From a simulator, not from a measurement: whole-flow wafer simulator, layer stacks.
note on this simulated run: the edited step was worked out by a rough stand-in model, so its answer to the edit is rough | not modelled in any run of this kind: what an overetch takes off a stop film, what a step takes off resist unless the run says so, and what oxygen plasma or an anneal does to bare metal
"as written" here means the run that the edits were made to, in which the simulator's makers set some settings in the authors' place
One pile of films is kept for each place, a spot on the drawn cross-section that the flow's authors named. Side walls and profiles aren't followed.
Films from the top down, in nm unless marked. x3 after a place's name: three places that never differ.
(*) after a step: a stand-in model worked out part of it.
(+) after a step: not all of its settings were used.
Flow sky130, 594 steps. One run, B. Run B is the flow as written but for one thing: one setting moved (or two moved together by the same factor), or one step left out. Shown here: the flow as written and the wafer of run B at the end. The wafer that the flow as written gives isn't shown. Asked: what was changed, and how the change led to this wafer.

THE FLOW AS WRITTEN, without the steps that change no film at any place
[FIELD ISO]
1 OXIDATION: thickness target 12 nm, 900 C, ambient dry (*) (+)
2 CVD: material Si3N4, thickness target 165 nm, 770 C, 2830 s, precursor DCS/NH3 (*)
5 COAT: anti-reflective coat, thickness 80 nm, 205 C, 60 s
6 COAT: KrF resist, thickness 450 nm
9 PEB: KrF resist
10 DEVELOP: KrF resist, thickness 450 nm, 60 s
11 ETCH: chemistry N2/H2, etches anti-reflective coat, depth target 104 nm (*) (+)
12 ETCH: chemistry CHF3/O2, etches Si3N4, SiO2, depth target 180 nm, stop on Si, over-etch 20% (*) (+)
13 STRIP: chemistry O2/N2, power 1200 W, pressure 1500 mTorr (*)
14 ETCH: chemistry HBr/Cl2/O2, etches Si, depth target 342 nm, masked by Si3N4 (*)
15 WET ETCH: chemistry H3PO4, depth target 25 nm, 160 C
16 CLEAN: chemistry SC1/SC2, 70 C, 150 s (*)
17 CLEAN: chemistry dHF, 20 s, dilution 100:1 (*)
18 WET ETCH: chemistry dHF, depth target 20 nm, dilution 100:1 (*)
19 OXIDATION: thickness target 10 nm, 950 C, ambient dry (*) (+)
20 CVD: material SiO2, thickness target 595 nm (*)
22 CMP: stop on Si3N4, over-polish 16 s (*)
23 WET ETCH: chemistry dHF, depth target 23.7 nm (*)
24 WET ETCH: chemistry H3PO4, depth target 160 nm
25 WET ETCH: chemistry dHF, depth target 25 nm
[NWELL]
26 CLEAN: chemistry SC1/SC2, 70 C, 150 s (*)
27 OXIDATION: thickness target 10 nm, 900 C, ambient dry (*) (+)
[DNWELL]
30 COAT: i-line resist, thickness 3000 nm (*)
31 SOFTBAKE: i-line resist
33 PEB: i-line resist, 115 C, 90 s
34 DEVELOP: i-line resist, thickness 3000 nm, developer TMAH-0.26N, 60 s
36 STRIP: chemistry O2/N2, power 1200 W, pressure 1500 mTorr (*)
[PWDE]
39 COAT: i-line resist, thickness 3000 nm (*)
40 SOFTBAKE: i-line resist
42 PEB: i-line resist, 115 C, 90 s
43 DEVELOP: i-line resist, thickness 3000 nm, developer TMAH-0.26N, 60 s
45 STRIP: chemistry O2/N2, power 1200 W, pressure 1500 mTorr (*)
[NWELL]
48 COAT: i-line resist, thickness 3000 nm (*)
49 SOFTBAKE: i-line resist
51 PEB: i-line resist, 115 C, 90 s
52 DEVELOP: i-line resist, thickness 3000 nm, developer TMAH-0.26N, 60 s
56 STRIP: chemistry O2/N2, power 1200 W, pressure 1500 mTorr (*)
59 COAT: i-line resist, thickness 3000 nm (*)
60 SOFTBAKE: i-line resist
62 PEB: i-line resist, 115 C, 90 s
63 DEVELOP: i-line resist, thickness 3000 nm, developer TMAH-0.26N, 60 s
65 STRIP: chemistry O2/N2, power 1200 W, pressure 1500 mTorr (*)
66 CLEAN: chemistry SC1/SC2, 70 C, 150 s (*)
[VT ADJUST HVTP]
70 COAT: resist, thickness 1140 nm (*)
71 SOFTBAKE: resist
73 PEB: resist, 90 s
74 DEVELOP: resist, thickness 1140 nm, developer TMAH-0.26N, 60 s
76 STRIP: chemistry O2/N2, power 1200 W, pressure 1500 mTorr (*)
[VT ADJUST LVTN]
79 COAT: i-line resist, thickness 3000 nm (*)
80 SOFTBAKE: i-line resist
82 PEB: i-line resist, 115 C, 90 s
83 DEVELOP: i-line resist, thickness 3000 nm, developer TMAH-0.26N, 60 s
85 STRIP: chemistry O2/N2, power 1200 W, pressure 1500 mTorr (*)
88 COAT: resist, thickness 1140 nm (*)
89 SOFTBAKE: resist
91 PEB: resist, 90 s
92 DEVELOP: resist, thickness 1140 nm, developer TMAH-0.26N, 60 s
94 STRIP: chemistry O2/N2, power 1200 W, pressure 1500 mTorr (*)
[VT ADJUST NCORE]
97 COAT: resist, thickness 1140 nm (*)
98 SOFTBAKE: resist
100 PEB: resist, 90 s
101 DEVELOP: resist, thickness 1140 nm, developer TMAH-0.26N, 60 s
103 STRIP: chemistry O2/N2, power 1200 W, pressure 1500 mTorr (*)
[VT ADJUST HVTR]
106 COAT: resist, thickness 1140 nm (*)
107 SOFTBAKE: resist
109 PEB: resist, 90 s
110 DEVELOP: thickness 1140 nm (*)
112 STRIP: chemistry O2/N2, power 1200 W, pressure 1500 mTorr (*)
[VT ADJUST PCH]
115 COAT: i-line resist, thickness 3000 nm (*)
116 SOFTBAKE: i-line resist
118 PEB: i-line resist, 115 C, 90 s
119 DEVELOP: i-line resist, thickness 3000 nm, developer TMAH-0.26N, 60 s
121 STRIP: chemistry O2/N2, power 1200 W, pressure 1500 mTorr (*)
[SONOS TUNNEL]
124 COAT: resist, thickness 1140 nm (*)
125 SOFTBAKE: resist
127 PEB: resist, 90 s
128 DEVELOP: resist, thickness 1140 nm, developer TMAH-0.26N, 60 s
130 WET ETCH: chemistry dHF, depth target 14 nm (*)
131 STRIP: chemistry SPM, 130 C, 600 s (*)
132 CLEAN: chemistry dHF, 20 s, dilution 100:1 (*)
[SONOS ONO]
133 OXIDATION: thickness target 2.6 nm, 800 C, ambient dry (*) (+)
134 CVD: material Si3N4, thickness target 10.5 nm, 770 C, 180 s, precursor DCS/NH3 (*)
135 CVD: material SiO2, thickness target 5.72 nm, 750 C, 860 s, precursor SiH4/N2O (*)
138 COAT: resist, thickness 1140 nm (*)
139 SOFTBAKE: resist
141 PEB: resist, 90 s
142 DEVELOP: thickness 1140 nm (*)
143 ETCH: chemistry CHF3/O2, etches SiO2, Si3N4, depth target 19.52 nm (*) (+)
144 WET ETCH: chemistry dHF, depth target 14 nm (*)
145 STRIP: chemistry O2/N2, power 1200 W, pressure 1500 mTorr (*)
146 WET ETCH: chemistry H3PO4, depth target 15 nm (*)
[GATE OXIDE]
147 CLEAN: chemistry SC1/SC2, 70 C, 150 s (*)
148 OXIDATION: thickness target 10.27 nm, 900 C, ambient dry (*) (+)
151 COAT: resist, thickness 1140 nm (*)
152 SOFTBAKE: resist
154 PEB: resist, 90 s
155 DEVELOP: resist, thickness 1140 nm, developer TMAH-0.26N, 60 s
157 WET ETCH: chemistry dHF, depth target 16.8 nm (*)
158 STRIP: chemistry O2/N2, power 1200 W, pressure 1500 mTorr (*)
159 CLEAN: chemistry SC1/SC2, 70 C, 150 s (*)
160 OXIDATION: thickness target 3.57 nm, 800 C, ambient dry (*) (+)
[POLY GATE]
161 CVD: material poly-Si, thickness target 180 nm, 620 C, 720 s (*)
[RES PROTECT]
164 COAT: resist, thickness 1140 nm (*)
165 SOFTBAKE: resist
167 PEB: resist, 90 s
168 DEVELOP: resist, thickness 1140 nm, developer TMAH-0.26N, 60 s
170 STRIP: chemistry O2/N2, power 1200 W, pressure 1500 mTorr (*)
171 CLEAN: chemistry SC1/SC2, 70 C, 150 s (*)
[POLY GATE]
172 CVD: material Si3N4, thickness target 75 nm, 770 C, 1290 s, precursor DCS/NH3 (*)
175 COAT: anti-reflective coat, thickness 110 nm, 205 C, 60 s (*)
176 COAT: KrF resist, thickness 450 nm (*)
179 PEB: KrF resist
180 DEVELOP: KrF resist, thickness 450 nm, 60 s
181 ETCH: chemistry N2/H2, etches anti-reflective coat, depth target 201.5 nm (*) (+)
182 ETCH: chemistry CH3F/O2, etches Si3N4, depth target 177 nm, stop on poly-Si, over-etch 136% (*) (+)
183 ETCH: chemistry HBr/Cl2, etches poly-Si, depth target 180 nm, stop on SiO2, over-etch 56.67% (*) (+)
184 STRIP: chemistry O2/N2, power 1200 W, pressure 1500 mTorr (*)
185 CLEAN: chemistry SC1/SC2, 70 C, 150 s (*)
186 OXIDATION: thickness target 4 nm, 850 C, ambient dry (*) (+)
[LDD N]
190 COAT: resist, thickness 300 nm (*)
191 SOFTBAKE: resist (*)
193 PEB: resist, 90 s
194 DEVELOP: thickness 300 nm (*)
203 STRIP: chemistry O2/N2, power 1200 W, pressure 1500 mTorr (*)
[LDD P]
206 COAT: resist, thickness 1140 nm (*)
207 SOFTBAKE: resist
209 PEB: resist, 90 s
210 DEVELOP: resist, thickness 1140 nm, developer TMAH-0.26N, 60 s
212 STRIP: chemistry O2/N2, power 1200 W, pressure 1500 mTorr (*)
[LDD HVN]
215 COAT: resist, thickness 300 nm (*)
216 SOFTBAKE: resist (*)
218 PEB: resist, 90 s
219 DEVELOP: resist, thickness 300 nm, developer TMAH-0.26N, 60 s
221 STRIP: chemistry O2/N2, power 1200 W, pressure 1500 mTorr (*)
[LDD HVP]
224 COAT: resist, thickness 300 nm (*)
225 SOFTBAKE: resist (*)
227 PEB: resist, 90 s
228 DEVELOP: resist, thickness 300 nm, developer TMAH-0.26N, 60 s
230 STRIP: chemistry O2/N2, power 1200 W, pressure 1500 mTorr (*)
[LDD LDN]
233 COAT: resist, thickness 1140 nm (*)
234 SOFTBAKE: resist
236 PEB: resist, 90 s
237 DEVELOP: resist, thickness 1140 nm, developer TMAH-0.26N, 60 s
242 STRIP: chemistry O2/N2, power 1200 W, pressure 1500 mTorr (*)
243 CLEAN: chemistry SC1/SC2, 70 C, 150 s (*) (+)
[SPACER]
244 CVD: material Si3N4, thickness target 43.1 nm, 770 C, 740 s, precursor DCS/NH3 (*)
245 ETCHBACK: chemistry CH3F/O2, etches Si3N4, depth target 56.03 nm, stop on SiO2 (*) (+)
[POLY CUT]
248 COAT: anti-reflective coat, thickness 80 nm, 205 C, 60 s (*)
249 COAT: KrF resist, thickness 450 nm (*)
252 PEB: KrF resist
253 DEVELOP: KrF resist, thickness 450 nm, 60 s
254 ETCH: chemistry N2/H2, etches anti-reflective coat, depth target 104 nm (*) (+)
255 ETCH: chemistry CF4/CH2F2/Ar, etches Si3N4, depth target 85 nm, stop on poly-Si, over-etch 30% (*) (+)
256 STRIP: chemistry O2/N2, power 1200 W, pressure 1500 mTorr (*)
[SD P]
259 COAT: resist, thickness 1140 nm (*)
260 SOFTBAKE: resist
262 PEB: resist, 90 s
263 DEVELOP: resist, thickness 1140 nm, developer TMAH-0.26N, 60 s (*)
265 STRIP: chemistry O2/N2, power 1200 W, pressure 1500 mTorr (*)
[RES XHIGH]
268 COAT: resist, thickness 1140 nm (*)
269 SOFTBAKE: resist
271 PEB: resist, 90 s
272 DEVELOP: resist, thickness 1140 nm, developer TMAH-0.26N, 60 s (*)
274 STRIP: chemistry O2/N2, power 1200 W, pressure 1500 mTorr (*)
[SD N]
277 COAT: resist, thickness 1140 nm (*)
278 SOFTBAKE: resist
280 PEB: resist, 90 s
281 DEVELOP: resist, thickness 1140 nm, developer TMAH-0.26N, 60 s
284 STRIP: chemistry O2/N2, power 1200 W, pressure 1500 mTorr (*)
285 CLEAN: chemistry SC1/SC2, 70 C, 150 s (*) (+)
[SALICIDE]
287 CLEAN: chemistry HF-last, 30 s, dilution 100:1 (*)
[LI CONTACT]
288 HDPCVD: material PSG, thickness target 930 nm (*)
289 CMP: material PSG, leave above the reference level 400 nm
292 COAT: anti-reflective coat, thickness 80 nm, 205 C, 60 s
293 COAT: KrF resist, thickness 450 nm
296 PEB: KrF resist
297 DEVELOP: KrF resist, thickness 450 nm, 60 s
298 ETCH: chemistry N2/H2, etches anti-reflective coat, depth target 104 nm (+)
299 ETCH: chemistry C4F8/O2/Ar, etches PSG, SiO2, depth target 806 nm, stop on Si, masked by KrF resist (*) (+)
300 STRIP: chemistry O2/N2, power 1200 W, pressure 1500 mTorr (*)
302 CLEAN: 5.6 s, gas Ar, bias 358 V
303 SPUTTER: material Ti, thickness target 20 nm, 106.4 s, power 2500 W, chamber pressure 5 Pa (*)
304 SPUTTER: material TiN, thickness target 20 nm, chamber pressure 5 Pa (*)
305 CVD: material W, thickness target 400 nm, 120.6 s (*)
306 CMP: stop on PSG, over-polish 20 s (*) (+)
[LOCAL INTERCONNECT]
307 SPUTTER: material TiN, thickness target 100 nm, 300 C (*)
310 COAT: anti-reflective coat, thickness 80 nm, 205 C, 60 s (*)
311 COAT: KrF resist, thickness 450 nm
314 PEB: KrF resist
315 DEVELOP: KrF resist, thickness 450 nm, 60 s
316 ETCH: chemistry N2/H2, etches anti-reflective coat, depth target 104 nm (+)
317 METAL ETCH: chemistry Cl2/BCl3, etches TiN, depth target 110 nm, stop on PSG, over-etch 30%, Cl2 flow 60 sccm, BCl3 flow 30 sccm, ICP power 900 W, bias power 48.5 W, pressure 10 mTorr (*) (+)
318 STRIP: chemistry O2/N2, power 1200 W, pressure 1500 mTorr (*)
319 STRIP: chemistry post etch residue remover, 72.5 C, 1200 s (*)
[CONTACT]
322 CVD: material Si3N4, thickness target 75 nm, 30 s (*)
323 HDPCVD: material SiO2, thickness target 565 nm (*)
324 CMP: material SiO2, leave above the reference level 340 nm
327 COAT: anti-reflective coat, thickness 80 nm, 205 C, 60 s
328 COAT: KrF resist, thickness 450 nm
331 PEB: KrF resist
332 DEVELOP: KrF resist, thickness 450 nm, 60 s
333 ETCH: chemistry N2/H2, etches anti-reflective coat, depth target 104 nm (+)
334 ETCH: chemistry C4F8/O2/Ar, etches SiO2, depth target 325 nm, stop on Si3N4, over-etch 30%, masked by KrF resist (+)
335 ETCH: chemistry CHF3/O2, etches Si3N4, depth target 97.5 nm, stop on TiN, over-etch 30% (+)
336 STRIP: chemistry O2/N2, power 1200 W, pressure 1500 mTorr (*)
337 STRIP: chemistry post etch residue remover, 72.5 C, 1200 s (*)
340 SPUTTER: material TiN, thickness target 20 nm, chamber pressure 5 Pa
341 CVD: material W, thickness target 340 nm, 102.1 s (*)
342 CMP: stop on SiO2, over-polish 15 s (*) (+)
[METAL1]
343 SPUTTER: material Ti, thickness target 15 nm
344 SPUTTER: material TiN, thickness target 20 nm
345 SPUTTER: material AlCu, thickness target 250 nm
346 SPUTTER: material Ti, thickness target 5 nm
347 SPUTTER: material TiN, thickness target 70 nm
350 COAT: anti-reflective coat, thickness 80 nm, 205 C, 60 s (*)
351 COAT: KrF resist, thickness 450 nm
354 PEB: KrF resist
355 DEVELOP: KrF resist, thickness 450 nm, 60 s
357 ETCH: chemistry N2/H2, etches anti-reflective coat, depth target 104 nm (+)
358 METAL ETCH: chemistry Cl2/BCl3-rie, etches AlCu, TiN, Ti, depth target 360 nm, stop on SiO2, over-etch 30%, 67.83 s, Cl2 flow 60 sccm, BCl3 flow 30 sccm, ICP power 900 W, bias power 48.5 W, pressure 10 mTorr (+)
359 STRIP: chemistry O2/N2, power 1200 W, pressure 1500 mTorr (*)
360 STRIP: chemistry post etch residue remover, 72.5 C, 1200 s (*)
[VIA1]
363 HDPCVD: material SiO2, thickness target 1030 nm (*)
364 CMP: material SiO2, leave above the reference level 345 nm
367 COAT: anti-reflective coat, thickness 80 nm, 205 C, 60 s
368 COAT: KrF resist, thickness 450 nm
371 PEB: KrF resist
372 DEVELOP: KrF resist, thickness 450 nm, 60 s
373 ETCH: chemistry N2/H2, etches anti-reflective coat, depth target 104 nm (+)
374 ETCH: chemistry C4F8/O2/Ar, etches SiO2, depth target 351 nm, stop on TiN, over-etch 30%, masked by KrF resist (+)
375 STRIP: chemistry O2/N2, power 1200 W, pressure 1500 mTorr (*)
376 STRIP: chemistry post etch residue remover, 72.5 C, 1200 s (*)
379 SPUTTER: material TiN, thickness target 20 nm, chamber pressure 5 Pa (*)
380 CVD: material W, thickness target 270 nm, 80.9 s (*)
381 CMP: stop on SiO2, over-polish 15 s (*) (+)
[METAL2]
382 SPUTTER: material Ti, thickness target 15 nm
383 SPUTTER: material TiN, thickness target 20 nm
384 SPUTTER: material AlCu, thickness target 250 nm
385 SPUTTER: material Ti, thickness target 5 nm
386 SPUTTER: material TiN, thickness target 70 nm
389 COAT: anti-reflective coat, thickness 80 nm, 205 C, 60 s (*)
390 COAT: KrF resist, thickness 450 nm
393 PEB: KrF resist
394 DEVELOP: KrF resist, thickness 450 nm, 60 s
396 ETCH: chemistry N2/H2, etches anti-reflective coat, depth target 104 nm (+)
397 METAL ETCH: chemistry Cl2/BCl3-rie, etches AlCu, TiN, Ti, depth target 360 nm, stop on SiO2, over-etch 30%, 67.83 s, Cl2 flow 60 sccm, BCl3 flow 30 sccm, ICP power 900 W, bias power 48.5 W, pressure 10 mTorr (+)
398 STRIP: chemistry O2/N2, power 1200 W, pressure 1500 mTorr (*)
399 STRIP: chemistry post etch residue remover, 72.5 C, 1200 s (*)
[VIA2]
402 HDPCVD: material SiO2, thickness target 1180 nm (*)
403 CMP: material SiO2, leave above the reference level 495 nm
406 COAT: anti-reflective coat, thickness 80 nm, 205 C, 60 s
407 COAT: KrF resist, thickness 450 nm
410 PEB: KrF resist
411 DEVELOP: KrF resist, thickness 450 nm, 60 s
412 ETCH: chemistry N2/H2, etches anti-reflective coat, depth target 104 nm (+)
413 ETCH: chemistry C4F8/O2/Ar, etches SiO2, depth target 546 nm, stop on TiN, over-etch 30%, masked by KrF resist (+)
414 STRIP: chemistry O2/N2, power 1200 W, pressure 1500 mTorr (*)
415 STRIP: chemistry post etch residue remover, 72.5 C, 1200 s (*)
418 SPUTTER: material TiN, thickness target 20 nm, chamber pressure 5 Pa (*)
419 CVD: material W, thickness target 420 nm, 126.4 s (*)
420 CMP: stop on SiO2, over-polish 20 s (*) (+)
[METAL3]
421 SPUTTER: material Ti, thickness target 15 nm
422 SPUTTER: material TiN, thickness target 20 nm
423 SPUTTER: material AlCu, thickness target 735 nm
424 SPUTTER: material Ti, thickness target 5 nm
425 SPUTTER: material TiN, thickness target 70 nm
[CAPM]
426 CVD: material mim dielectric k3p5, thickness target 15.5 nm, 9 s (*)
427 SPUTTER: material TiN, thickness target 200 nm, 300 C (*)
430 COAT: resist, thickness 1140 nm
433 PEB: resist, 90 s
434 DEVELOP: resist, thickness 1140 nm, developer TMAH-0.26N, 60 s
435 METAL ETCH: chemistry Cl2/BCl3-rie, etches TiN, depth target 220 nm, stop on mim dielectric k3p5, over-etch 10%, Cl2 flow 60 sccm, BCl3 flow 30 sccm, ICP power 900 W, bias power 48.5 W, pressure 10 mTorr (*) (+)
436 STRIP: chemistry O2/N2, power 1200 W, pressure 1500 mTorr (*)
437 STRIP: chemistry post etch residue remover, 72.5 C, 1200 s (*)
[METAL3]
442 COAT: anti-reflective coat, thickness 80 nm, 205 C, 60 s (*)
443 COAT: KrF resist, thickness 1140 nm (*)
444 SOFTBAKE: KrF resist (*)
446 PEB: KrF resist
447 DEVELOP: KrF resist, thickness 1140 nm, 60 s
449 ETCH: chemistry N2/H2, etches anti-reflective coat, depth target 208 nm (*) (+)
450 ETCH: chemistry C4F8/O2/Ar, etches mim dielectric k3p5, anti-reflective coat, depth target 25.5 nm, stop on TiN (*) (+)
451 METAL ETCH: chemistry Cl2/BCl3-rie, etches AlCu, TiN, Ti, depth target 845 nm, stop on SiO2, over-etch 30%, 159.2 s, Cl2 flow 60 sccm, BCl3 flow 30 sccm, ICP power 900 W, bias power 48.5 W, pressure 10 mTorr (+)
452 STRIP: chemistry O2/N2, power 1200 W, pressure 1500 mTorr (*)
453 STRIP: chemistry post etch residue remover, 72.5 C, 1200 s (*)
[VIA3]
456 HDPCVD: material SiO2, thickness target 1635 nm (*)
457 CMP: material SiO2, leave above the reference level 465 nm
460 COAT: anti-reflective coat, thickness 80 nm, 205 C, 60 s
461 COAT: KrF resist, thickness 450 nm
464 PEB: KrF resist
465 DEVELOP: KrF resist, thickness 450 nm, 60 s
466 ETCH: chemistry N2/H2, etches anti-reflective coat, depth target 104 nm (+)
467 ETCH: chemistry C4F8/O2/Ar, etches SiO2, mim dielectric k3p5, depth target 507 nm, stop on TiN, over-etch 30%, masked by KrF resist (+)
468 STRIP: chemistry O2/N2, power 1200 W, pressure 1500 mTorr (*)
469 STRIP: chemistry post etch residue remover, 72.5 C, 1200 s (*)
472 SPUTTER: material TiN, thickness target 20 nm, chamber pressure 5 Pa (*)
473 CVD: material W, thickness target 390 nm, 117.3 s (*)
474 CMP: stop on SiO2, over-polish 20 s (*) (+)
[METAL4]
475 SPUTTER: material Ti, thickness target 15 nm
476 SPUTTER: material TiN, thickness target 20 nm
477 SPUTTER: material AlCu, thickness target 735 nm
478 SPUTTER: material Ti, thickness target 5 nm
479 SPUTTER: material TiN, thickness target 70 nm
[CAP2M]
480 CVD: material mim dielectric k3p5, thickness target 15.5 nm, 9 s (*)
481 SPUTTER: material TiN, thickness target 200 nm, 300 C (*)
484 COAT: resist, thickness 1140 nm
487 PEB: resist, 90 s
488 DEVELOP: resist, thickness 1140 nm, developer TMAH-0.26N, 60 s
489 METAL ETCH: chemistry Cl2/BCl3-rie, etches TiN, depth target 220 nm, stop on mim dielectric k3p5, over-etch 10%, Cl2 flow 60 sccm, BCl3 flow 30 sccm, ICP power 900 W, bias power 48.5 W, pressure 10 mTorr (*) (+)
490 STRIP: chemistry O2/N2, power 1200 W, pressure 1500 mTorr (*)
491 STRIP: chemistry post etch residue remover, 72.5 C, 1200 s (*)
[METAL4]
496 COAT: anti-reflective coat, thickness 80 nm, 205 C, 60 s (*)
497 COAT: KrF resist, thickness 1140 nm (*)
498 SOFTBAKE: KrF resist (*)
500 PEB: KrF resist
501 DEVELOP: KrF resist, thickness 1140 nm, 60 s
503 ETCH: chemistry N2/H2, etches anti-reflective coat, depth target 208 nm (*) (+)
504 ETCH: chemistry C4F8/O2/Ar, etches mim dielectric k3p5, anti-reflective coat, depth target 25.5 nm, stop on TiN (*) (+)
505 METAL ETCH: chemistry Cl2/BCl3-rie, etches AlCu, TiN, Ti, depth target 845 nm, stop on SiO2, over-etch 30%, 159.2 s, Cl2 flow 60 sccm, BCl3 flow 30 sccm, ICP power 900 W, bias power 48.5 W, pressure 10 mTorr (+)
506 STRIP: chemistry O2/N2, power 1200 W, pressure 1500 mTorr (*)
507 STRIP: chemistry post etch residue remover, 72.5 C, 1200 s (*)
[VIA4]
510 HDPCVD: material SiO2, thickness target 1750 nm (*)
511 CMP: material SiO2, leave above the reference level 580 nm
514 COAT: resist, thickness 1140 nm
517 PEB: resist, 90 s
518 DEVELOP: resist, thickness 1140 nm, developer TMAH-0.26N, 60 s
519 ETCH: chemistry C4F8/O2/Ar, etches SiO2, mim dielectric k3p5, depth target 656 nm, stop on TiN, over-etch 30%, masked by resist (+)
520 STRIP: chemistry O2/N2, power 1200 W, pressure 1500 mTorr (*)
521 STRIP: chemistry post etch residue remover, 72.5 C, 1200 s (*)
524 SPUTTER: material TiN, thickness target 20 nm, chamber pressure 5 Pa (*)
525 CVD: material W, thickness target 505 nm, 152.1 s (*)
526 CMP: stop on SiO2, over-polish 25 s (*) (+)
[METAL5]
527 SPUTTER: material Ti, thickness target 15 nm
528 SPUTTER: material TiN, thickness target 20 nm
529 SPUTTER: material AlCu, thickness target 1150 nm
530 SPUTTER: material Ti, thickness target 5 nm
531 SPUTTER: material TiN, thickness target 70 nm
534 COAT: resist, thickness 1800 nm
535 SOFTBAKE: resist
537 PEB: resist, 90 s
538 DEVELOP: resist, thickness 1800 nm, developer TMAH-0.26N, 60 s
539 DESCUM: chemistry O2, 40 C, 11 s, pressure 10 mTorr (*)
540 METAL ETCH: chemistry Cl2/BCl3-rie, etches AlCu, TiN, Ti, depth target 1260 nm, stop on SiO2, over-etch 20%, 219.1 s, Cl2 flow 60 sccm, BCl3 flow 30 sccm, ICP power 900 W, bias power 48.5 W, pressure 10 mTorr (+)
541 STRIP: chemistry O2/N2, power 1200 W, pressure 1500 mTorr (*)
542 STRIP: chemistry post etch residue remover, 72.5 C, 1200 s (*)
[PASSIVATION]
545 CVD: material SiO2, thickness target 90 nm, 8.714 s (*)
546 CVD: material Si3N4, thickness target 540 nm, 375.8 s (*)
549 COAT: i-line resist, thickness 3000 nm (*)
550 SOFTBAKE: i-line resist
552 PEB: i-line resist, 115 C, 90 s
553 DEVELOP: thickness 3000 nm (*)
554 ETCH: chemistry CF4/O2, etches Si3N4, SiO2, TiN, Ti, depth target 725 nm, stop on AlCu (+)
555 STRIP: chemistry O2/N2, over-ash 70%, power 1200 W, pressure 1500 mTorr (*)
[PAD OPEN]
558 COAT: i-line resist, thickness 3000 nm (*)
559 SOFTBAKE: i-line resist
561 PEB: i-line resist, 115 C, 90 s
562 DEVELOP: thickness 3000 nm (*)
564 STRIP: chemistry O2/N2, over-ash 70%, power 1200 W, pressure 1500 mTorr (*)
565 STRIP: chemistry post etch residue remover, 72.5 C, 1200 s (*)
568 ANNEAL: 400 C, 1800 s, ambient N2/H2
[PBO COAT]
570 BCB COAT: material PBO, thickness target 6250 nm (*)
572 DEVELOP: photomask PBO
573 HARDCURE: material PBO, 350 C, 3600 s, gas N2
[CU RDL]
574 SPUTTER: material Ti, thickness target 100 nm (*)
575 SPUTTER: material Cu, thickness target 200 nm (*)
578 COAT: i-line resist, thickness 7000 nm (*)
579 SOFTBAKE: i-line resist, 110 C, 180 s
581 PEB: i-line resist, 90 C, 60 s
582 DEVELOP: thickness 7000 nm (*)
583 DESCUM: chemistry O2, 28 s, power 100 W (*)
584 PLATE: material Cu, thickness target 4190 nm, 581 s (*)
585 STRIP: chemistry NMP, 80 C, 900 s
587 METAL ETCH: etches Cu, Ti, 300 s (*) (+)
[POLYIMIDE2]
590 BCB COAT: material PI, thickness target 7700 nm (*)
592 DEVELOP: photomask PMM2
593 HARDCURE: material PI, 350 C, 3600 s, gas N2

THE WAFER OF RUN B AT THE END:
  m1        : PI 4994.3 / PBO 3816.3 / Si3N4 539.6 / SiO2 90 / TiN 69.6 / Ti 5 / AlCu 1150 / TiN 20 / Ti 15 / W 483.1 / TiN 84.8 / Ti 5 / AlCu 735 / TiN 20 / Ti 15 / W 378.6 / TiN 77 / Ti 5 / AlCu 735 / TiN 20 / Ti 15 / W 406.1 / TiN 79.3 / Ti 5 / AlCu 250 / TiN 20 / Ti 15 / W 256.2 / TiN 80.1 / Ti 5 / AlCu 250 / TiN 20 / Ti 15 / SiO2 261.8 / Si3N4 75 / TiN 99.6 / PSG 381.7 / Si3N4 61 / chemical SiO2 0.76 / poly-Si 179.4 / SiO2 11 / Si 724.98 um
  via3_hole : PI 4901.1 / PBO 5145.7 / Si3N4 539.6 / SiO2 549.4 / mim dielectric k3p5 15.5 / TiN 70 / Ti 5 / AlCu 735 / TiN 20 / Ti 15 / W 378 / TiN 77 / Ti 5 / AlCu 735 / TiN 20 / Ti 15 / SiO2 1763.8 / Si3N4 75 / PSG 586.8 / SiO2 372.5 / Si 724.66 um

The cause: step 472, SPUTTER: thickness target 14 nm was run, where the flow has thickness target 20 nm.

How the change led to this, step by step:
  472 SPUTTER: material TiN, thickness target 20 nm, chamber pressure 5 Pa (*)
      field, active, n_well and 187 more: TiN +14 (new film) (as written it would be: TiN +20 (new film))
      m1, via3_hole: TiN +7.41 (as written it would be: TiN +10.6)
  474 CMP: stop on SiO2, over-polish 20 s (*) (+)
      field, active, n_well and 187 more: W -390 (all of it), TiN -14 (all of it), SiO2 -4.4 (as written it would be: W -390 (all of it), TiN -20 (all of it), SiO2 -4.4)
